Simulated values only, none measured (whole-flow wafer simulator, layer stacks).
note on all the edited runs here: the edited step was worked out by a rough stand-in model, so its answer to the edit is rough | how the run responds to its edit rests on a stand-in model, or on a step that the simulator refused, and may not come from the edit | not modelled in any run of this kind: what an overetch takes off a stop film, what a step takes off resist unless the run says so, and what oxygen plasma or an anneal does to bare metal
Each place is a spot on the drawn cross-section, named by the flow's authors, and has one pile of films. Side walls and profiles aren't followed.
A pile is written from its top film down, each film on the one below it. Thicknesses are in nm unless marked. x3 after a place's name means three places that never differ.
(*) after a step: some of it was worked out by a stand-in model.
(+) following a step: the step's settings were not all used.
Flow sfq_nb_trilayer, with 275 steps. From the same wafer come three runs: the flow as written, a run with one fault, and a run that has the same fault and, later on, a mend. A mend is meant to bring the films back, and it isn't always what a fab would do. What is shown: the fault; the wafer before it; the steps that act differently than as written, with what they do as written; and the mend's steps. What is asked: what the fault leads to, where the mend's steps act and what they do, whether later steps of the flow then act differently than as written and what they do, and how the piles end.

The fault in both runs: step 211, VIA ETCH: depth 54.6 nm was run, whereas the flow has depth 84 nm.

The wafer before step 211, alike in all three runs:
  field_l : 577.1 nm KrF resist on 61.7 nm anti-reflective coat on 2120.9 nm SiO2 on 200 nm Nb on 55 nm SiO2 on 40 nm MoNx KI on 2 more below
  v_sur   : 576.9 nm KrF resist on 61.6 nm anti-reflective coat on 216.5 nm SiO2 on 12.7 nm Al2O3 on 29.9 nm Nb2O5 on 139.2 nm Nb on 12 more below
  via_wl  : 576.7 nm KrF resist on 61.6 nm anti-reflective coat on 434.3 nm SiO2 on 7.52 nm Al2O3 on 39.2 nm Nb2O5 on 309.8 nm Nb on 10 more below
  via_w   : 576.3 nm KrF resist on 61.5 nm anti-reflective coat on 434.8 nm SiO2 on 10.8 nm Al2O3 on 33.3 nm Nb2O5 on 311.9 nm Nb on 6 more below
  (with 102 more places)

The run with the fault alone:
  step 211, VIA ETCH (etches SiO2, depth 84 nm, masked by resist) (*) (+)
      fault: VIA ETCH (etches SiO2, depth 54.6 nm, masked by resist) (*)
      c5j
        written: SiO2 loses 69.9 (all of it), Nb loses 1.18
        fault: SiO2 loses 54.6
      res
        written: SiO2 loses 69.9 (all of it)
        fault: SiO2 loses 54.6
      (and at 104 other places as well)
  Steps further on in the flow that do not act as written (5 more steps, not shown, differ only slightly: by at most 2% or 0.5 nm, whichever is larger):
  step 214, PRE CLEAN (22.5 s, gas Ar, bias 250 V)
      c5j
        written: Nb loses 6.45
        fault: SiO2 loses 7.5
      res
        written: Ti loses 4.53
        fault: SiO2 loses 7.5
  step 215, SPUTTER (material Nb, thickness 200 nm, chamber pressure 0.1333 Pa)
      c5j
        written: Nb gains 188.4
        fault: Nb gains 193.2 (new film)
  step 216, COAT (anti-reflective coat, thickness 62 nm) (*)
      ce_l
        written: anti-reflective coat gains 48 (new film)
        fault: anti-reflective coat gains 52 (new film)
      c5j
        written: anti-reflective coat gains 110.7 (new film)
        fault: anti-reflective coat gains 99.5 (new film)
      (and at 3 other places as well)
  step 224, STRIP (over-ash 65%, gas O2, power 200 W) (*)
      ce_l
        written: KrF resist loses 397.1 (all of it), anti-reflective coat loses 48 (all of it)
        fault: KrF resist loses 394.7 (all of it), anti-reflective coat loses 52 (all of it)
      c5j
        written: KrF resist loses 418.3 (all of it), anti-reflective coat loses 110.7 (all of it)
        fault: KrF resist loses 411.2 (all of it), anti-reflective coat loses 99.5 (all of it)
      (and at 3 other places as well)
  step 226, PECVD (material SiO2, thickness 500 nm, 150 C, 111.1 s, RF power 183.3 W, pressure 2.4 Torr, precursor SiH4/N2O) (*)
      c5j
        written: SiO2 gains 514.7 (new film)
        fault: SiO2 gains 500 (new film)
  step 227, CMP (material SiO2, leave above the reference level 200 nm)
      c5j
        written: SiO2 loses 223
        fault: SiO2 loses 228.5
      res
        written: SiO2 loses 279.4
        fault: SiO2 loses 294.1
  At c5j, res, the piles at the end differ from the flow's by more than 2% or 0.5 nm, whichever is larger.
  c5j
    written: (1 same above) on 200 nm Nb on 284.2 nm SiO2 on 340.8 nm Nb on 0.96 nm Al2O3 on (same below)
    fault: (1 same above) on 200 nm Nb on 264 nm SiO2 on 193.2 nm Nb on 7.79 nm SiO2 on 160 nm Nb on 0.96 nm Al2O3 on (same below)
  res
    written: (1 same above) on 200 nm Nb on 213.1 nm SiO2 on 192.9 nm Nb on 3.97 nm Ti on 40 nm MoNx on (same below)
    fault: (1 same above) on 200 nm Nb on 198.4 nm SiO2 on 195.3 nm Nb on 7.76 nm SiO2 on 8.5 nm Ti on 40 nm MoNx on (same below)

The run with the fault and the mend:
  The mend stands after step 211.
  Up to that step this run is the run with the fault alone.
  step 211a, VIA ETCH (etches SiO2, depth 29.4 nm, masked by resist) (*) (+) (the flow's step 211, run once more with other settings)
      field_l, v_sur, via_wl and 101 more
        KrF resist loses 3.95
      c5j
        SiO2 loses 15.3 (all of it), Nb loses 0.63
      res
        SiO2 loses 15.3 (all of it)
  Every later step of the flow that is run acts as written, at every place that is followed, to within 2% or 0.5 nm, whichever is larger.
  At the end the piles are close to the flow's at the places that both follow, differing by at most 2% or 0.5 nm, whichever is larger.
